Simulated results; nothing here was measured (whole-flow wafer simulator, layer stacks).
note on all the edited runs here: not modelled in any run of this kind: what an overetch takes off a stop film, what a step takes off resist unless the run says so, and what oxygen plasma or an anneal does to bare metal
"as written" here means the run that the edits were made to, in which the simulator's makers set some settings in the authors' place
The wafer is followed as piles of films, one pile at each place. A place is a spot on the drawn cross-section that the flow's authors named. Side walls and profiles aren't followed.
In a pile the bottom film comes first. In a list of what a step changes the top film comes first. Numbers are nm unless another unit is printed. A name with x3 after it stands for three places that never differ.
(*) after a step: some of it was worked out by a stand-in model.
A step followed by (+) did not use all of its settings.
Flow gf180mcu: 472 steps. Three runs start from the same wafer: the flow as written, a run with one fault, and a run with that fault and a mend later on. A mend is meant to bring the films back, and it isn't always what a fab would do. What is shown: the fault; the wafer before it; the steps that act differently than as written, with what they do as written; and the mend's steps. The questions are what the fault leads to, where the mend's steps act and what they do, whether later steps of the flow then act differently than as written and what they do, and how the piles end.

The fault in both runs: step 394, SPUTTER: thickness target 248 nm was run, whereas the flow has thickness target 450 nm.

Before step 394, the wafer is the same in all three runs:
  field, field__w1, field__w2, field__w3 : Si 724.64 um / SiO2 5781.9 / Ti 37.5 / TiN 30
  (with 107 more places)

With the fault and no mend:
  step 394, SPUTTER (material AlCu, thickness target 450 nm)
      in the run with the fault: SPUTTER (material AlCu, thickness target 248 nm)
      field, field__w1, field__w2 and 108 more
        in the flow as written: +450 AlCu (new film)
        in the run with the fault: +248 AlCu (new film)
  Steps further on in the flow that do not act as written (not shown: 1 more step that differs only slightly, by at most 2% or 0.5 nm, whichever is larger):
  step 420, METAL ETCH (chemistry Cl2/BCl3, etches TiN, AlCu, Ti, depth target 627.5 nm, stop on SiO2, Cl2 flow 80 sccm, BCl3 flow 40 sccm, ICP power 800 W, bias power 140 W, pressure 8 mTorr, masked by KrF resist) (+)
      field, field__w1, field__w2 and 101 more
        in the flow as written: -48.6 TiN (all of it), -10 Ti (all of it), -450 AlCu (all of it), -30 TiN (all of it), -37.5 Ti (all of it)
        in the run with the fault: -48.6 TiN (all of it), -10 Ti (all of it), -248 AlCu (all of it), -30 TiN (all of it), -37.5 Ti (all of it)
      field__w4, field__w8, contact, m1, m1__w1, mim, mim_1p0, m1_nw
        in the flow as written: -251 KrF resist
        in the run with the fault: -224.4 KrF resist
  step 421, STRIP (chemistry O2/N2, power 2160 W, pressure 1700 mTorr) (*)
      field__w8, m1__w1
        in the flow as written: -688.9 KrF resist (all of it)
        in the run with the fault: -715.4 KrF resist (all of it)
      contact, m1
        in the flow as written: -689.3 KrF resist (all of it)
        in the run with the fault: -715.9 KrF resist (all of it)
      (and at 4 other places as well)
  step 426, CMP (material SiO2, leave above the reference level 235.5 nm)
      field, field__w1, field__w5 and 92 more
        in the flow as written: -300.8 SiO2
        in the run with the fault: -502.8 SiO2
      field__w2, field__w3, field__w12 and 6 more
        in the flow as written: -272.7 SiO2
        in the run with the fault: -483.9 SiO2
  The piles end different from the flow's at field, field__w1, field__w2 and 109 more by more than 2% or 0.5 nm, whichever is larger.
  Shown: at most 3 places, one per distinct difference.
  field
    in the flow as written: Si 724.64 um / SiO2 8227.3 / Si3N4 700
    in the run with the fault: Si 724.64 um / SiO2 8025.3 / Si3N4 700
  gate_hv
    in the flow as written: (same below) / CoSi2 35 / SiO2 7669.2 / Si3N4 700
    in the run with the fault: (same below) / CoSi2 35 / SiO2 7467.2 / Si3N4 700
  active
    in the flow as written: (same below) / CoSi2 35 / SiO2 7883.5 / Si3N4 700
    in the run with the fault: (same below) / CoSi2 35 / SiO2 7681.5 / Si3N4 700

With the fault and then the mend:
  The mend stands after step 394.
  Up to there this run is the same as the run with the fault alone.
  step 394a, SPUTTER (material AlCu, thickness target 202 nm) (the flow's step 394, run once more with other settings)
      field, field__w1, field__w2 and 108 more
        +202 AlCu
  None of the later steps of the flow acts differently than as written at any place that is followed.
  The piles end the same as the flow's at every place that both follow.
